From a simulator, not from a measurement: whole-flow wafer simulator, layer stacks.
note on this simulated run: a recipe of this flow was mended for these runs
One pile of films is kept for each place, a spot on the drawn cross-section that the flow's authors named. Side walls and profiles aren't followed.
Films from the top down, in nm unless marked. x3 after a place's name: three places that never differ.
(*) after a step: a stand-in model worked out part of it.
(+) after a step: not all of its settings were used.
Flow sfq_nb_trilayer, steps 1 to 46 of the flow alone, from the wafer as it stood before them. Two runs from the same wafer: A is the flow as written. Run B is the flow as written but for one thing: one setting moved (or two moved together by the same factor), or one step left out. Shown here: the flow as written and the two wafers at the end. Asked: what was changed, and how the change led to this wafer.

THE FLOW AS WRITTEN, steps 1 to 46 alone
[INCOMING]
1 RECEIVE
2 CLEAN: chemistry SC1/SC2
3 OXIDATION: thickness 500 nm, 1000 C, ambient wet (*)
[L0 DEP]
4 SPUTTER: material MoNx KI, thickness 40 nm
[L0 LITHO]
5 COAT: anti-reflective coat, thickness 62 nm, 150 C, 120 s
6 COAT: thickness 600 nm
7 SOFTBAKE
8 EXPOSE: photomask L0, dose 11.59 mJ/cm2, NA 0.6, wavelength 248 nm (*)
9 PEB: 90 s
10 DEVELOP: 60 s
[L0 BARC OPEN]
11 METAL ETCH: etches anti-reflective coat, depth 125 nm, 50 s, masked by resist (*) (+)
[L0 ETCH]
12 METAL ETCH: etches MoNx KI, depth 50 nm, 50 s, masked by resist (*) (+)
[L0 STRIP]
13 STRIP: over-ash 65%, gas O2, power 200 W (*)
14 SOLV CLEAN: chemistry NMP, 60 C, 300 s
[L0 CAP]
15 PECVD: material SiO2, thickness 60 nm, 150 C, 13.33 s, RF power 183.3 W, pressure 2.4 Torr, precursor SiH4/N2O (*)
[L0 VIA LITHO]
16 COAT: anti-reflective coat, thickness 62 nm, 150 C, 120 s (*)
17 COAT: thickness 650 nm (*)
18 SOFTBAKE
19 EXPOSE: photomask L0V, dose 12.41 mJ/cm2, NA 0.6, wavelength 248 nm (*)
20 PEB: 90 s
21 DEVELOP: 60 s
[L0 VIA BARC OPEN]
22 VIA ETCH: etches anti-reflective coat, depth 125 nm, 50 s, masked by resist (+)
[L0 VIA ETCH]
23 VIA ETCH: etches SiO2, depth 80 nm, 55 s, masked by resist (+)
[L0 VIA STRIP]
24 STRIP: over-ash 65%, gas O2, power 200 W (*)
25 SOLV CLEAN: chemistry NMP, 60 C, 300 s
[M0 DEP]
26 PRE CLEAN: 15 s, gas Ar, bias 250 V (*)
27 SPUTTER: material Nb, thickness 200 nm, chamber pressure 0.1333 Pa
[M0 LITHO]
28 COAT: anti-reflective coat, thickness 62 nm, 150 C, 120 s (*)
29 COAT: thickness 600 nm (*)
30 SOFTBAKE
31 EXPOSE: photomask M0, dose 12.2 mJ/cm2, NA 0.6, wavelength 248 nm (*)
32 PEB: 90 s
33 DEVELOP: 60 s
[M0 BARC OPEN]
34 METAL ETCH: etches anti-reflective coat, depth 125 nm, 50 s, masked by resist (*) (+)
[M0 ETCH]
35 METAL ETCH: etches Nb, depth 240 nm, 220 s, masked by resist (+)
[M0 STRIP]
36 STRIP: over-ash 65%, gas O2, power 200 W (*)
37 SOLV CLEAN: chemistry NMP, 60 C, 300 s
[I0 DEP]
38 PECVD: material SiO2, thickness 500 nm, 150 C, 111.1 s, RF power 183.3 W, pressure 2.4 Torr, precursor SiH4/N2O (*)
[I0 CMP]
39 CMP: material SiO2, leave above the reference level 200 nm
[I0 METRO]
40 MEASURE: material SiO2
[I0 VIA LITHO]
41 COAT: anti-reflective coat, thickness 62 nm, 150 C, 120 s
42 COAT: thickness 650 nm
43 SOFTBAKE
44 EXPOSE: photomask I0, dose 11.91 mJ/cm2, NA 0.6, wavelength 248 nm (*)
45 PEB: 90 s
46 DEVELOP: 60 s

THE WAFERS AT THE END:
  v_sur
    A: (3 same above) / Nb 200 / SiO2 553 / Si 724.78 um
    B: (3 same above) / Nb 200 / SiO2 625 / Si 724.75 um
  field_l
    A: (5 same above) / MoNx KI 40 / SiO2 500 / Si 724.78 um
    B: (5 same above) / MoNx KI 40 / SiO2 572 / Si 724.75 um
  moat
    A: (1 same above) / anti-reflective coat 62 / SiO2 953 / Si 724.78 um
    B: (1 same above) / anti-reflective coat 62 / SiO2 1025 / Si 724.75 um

The cause: step 3, OXIDATION: thickness 572 nm was run, where the flow has thickness 500 nm.
It can be read off the wafer: field_l has SiO2 572, and step 3 as written asks for 500 nm.

How the change led to this, step by step:
  3 OXIDATION: thickness 500 nm, 1000 C, ambient wet (*)
      field_l, v_sur, via_wl and 103 more: A SiO2 +500 (new film), chemical SiO2 -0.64 (all of it), Si -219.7 | B SiO2 +572 (new film), chemical SiO2 -0.64 (all of it), Si -251.4
